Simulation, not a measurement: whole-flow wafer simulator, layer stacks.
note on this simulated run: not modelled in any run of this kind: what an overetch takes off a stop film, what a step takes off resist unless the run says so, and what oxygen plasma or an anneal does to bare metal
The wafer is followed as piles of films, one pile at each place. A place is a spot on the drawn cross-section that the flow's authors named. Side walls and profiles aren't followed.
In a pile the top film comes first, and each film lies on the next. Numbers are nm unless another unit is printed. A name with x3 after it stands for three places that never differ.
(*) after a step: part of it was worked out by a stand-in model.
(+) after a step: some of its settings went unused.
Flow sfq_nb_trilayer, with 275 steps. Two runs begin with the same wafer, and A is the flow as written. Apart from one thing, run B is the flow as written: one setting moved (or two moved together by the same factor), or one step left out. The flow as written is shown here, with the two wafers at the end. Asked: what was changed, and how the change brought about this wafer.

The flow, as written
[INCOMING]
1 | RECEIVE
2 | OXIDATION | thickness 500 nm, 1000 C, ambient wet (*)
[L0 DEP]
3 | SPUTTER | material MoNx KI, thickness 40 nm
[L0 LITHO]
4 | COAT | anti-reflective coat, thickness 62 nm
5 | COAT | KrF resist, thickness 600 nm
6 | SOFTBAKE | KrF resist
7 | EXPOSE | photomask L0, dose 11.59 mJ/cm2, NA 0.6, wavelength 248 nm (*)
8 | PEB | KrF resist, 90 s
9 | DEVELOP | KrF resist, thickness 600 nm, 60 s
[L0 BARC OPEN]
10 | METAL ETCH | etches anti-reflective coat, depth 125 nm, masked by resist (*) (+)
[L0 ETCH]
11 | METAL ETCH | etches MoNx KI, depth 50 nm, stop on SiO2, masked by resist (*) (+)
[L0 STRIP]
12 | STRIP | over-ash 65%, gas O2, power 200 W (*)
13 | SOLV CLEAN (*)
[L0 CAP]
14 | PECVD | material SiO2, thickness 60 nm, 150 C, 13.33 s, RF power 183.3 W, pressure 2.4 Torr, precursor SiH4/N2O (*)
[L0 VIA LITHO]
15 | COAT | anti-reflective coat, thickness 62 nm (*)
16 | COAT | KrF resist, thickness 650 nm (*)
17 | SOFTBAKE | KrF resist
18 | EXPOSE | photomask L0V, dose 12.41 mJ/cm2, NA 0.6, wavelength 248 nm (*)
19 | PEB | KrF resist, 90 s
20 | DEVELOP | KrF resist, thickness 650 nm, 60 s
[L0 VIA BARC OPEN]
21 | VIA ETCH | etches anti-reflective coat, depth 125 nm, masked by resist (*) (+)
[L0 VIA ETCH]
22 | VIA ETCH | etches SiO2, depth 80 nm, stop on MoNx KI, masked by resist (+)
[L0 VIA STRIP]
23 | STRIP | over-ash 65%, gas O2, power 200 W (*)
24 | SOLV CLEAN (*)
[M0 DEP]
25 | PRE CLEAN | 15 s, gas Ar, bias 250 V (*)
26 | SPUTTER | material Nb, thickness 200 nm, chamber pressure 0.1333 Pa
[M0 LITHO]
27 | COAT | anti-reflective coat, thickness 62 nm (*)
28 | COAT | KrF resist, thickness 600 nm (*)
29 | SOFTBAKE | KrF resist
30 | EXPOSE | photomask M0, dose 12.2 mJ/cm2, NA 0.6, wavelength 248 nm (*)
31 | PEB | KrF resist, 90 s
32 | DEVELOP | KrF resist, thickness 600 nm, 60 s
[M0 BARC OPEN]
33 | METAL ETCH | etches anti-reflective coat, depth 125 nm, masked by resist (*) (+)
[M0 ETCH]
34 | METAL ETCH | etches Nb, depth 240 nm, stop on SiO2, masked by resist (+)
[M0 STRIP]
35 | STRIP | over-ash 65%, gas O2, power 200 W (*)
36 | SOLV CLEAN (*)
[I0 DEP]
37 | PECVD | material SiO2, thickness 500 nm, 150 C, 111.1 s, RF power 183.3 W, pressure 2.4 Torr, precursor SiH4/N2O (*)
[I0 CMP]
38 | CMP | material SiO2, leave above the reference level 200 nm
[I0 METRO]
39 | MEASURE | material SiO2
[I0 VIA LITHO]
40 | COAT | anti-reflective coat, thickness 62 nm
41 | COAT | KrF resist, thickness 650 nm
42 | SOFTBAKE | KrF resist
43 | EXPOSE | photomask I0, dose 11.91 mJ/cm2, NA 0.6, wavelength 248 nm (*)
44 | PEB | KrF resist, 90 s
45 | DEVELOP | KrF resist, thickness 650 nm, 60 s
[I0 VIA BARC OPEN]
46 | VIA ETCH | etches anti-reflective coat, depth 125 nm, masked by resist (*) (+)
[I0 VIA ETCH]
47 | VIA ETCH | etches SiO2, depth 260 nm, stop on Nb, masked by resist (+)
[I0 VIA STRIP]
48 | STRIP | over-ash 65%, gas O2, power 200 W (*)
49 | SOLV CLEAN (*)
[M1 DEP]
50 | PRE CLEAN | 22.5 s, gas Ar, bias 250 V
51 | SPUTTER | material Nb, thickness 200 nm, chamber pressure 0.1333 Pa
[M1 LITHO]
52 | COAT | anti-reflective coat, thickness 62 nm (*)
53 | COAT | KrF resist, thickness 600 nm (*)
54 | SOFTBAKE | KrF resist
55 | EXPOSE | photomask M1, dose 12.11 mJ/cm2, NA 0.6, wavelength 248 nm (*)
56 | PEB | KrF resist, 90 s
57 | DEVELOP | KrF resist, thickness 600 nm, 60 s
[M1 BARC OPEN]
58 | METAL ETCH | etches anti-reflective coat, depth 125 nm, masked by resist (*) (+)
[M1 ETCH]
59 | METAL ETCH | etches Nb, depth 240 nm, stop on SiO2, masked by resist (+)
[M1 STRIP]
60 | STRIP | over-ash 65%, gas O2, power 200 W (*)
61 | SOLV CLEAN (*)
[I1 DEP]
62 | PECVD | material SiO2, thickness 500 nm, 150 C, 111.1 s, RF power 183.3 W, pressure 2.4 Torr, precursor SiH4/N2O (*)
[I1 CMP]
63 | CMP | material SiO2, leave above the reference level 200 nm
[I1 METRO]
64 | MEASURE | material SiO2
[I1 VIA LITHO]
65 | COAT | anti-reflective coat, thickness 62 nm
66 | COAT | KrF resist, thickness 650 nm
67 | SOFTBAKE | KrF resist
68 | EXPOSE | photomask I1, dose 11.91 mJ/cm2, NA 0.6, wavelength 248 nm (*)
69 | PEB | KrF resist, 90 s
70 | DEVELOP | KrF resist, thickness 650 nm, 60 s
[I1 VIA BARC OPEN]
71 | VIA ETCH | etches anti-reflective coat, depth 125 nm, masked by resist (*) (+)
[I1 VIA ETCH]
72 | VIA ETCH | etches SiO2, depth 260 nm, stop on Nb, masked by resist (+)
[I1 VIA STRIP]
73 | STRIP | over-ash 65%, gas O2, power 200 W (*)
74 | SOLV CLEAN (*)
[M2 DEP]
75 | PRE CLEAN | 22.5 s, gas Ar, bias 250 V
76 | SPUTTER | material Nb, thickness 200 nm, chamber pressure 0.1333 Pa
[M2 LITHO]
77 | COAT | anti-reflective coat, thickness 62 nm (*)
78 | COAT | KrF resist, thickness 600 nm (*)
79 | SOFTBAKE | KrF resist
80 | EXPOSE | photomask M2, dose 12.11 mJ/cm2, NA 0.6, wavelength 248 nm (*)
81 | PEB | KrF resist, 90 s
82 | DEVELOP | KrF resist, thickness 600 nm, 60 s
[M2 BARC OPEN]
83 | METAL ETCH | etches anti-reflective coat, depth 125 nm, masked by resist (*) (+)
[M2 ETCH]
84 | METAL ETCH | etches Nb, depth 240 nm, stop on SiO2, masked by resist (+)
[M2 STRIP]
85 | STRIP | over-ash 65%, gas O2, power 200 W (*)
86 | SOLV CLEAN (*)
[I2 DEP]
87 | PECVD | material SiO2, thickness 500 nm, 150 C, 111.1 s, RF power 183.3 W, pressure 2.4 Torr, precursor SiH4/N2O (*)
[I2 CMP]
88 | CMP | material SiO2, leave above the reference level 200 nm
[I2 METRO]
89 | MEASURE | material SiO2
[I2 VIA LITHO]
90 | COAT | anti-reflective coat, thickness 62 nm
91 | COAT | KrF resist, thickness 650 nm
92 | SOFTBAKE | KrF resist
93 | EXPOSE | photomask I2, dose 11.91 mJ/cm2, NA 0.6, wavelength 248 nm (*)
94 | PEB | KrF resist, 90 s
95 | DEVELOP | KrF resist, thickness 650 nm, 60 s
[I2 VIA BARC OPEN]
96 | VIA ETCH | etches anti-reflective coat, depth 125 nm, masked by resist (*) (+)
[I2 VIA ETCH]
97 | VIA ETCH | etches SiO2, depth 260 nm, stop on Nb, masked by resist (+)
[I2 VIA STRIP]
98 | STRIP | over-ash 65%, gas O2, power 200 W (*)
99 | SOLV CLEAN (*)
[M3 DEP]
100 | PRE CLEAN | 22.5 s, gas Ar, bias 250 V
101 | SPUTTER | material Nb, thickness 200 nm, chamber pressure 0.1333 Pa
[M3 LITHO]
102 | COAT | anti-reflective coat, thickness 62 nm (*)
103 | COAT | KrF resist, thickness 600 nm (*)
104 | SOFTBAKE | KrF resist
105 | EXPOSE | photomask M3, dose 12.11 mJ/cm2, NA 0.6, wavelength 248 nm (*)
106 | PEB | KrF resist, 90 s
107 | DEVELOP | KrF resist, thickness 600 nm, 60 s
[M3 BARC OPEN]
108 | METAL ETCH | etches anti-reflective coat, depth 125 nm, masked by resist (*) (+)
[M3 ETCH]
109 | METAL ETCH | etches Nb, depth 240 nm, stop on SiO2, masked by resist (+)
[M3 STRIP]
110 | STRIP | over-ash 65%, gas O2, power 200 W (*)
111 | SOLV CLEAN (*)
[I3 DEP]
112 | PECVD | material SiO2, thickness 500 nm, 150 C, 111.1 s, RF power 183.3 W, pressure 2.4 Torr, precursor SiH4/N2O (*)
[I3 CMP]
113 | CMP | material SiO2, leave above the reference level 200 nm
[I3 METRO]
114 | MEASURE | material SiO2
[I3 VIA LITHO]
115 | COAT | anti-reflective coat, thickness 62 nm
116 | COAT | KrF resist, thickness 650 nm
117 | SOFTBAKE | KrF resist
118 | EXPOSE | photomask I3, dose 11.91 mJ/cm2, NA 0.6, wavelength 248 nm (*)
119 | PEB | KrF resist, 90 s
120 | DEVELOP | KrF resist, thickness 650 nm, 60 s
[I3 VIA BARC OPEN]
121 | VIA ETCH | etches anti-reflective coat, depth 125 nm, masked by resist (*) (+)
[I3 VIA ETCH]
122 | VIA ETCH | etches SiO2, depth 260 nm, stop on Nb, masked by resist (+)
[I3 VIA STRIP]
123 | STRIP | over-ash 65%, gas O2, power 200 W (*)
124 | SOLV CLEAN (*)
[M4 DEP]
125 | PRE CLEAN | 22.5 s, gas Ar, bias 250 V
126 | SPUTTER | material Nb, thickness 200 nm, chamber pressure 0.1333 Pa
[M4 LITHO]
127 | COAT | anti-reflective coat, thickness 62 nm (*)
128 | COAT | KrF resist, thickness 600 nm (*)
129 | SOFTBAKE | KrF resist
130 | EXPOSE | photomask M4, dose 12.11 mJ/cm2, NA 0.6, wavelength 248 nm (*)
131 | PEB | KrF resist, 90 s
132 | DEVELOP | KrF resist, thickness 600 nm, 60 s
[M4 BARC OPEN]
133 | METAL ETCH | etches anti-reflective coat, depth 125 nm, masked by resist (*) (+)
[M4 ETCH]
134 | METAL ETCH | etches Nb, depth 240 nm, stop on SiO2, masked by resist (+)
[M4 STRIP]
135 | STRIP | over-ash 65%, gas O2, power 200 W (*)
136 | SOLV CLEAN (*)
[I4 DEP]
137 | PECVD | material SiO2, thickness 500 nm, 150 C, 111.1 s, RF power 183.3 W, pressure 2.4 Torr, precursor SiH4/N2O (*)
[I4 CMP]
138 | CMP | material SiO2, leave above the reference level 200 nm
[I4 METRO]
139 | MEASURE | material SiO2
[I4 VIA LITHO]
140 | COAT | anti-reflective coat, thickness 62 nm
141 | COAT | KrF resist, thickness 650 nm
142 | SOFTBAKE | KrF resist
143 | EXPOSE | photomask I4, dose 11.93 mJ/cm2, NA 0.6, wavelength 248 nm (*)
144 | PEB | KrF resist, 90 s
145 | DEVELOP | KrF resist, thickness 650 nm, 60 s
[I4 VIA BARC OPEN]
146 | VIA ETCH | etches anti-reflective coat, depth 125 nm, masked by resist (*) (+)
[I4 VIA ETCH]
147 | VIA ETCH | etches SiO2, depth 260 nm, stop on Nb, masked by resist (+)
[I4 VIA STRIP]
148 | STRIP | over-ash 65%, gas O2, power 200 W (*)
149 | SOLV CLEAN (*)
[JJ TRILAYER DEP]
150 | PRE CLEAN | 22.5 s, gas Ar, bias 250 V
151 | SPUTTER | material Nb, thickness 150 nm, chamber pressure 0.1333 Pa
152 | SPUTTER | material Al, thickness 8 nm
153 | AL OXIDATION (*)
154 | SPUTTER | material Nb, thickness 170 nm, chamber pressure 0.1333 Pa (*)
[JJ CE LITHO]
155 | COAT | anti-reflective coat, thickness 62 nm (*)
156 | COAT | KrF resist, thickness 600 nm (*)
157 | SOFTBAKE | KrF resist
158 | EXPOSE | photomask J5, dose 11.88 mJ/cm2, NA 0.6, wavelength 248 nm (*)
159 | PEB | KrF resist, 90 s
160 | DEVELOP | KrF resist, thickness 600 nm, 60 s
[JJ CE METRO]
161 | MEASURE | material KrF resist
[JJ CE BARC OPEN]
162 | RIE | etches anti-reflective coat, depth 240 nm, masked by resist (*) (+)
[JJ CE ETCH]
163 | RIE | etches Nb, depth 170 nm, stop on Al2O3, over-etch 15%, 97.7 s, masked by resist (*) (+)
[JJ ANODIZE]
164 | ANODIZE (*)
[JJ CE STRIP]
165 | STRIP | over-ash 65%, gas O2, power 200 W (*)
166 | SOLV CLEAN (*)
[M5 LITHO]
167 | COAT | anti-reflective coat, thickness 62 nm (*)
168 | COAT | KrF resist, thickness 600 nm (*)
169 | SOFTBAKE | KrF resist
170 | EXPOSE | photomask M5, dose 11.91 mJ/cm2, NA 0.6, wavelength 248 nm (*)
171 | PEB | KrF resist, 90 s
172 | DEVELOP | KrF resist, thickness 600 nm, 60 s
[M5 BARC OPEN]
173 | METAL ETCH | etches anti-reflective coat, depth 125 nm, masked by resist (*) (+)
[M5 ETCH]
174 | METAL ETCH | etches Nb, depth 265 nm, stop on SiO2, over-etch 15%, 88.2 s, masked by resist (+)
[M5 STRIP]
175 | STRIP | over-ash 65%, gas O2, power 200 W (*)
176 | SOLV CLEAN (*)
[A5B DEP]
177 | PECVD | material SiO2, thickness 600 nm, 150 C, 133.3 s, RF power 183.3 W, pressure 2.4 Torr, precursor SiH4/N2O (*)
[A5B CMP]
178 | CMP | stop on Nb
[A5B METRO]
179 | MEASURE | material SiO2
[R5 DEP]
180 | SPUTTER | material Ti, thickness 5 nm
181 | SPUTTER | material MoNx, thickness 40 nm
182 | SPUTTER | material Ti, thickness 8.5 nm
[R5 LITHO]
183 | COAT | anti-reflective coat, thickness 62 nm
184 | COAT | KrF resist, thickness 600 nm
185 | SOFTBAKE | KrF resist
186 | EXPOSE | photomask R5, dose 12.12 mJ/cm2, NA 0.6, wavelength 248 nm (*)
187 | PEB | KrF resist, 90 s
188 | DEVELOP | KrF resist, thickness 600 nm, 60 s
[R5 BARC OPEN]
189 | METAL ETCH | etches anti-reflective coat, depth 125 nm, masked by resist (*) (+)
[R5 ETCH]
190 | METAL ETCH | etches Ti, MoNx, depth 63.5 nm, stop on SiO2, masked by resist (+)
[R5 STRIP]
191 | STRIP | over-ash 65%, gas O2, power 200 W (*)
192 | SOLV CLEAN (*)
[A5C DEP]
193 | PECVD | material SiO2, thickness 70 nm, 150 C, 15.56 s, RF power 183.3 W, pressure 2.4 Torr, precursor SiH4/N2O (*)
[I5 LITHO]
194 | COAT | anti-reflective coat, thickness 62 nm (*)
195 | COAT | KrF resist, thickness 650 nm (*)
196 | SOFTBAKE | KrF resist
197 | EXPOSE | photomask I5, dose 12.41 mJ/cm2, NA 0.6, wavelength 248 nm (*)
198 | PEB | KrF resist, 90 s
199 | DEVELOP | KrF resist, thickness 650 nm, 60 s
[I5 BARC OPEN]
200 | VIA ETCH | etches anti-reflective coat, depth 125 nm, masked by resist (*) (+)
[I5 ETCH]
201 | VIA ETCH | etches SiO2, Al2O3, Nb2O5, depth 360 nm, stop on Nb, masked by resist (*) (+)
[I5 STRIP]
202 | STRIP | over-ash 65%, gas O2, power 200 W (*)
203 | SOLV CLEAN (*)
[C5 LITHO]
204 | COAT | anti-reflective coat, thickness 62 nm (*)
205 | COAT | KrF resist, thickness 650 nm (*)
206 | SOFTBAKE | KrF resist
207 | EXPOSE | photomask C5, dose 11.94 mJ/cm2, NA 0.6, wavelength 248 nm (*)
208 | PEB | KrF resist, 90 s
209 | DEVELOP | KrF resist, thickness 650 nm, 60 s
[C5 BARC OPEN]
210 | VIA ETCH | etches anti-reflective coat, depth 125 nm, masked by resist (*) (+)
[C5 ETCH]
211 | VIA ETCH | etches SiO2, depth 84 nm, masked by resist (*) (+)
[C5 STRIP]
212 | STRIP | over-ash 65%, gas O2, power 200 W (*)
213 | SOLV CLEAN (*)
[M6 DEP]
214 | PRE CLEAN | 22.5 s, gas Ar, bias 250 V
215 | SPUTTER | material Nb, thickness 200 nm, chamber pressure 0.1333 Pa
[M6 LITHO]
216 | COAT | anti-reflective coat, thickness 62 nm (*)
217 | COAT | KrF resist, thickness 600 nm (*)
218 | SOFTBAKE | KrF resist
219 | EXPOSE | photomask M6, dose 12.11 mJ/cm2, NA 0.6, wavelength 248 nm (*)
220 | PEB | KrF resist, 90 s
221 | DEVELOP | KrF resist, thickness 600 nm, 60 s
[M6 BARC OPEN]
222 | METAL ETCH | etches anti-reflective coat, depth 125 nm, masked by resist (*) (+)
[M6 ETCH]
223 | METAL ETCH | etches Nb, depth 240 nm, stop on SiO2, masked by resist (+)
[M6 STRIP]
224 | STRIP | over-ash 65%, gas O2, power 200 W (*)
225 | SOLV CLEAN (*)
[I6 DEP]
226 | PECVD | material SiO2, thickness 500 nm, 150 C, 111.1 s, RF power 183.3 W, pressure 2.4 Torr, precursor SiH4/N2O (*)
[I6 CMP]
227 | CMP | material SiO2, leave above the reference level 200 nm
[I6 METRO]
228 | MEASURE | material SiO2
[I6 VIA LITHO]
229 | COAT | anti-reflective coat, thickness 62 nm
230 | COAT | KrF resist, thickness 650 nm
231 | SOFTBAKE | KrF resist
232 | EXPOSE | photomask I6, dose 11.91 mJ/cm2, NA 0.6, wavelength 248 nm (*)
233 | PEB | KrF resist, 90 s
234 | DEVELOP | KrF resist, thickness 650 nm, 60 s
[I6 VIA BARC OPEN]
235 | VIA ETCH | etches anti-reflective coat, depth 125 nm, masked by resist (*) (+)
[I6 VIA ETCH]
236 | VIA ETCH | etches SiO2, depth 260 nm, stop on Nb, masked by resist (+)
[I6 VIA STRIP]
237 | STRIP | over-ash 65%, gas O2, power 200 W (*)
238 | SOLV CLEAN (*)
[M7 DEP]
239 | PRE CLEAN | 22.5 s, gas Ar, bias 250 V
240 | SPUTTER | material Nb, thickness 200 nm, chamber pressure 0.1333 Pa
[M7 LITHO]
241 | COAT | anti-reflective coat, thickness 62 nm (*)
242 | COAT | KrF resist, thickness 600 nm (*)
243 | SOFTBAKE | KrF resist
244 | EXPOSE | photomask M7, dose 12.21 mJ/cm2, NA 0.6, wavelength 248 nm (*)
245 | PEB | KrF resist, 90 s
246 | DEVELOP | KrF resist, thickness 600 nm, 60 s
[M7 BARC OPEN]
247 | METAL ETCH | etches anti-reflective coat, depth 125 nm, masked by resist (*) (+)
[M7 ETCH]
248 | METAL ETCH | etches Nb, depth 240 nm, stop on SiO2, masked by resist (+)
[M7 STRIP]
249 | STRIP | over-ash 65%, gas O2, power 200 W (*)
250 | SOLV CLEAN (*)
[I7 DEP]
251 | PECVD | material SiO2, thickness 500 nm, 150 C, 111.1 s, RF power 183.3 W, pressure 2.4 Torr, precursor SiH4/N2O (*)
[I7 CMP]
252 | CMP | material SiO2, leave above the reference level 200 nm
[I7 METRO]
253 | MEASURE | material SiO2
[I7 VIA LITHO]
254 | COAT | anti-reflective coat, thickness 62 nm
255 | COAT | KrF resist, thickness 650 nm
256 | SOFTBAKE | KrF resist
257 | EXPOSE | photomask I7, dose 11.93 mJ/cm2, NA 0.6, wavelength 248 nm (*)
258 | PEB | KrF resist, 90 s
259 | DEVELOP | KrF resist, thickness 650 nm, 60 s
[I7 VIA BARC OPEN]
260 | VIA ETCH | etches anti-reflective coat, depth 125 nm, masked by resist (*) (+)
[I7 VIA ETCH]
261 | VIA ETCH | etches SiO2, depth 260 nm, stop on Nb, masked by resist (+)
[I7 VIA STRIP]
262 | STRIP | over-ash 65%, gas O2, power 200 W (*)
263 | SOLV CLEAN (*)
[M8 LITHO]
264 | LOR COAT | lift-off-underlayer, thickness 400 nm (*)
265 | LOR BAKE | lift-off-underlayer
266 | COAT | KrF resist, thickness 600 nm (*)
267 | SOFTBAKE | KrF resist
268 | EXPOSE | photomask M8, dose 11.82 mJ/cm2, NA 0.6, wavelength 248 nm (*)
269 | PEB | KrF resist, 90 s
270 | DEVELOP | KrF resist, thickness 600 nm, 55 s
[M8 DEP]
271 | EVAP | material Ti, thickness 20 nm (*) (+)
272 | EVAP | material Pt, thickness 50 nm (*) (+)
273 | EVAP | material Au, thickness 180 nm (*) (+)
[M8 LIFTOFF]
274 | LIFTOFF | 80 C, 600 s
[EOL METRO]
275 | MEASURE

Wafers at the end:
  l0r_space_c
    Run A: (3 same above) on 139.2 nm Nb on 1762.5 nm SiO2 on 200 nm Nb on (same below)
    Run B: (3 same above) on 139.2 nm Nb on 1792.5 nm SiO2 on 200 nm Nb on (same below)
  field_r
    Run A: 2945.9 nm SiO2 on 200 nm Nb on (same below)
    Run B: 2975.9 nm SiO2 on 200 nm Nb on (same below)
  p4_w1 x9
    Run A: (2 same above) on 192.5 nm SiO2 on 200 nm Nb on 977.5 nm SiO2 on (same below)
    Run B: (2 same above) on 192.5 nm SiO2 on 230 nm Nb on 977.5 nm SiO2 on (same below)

What caused this: step 101, SPUTTER: thickness 230 nm was run, while the flow as written has thickness 200 nm.
The wafer lets one read it off: p4_w1 x9 has Nb 230, and step 101 as written asks for 200 nm.

How this came from the change, step by step:
  101 | SPUTTER | material Nb, thickness 200 nm, chamber pressure 0.1333 Pa
      field_l, v_sur, via_wl and 102 more: A Nb gains 200 (new film) | B Nb gains 230 (new film)
      via_w: A Nb gains 165.5 | B Nb gains 190.7
  102 | COAT | anti-reflective coat, thickness 62 nm (*)
      via_wl, via_wr: A anti-reflective coat gains 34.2 (new film) | B anti-reflective coat gains 35 (new film)
  109 | METAL ETCH | etches Nb, depth 240 nm, stop on SiO2, masked by resist (+)
      field_l, be, be_sur and 72 more: A Nb loses 200 (all of it) | B Nb loses 230 (all of it)
  110 | STRIP | over-ash 65%, gas O2, power 200 W (*)
      via_wl: A KrF resist loses 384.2 (all of it), anti-reflective coat loses 34.2 (all of it) | B KrF resist loses 383.1 (all of it), anti-reflective coat loses 35 (all of it)
      via_wr: A KrF resist loses 384.2 (all of it), anti-reflective coat loses 34.2 (all of it) | B KrF resist loses 383.2 (all of it), anti-reflective coat loses 35 (all of it)
  112 | PECVD | material SiO2, thickness 500 nm, 150 C, 111.1 s, RF power 183.3 W, pressure 2.4 Torr, precursor SiH4/N2O (*)
      p4_g1 x2, p3_s0 x6: A SiO2 gains 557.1 | B SiO2 gains 587.1
  113 | CMP | material SiO2, leave above the reference level 200 nm
      field_l, be, be_sur and 64 more: A SiO2 loses 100 | B SiO2 loses 70
